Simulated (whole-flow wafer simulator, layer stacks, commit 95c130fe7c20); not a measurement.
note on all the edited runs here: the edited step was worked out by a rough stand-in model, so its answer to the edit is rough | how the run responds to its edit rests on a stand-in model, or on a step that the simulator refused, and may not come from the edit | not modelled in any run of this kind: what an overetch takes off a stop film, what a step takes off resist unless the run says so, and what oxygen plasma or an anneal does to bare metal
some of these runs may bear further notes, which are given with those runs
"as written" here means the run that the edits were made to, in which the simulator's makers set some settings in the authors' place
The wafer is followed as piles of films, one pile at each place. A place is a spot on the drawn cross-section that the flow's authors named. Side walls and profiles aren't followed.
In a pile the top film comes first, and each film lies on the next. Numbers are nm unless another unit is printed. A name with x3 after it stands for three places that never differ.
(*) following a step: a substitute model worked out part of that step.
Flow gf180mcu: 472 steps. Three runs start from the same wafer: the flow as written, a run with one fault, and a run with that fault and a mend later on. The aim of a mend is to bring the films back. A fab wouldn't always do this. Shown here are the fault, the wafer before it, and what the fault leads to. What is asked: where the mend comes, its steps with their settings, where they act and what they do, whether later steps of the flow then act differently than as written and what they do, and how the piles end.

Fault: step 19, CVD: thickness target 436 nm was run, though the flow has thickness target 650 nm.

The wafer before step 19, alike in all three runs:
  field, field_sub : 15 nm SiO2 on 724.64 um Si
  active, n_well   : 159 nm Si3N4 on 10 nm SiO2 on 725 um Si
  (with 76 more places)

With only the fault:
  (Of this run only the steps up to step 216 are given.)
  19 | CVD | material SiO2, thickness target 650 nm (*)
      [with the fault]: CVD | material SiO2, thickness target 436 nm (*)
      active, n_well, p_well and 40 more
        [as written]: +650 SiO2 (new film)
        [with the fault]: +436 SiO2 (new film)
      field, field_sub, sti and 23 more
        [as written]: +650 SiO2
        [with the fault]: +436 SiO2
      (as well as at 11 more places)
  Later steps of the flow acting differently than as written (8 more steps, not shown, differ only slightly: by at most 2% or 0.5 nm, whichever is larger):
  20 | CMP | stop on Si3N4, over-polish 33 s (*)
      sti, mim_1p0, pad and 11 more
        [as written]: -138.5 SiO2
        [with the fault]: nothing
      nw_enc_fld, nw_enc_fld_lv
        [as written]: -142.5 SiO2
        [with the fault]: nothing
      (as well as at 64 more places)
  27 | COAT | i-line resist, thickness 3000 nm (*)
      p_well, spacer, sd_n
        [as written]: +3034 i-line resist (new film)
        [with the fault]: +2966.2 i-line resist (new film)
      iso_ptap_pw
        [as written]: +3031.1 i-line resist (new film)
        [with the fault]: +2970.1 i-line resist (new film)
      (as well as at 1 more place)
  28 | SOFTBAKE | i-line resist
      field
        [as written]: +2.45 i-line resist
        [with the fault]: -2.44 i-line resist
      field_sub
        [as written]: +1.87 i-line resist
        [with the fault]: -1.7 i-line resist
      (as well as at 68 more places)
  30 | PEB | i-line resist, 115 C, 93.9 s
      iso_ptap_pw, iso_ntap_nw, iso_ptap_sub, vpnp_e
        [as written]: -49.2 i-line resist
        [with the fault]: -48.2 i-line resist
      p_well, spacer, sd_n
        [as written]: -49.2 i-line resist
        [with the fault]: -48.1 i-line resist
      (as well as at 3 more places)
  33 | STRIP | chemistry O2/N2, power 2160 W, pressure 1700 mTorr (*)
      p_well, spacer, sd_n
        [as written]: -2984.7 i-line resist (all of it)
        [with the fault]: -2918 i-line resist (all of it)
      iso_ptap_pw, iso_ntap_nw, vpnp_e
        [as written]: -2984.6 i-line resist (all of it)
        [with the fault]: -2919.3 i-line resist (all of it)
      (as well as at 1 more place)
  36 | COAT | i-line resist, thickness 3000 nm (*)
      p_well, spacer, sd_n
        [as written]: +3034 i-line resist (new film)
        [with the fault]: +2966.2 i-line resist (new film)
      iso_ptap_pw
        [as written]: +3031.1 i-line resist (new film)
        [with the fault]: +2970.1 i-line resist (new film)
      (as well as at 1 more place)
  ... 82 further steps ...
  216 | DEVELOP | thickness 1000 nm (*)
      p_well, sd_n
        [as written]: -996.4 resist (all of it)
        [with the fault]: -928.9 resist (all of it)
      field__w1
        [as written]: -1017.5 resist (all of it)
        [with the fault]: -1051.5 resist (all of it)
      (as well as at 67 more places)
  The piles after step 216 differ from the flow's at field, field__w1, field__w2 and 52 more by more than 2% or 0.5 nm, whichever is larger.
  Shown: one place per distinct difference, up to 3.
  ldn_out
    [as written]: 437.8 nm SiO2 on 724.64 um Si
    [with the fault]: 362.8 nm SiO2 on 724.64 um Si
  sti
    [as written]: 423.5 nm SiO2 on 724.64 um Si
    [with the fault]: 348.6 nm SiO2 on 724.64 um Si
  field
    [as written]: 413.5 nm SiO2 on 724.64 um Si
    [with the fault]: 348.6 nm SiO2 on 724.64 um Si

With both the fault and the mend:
  The mend follows step 19.
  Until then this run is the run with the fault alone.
  19a | CVD | material SiO2, thickness target 214 nm (*) (a further turn of the flow's step 19, with different settings)
      field, field_sub, active and 77 more
        +214 SiO2
  Later steps of the flow that are run all act as written at every place that is followed.
  The piles end the same as the flow's at every place that both follow.
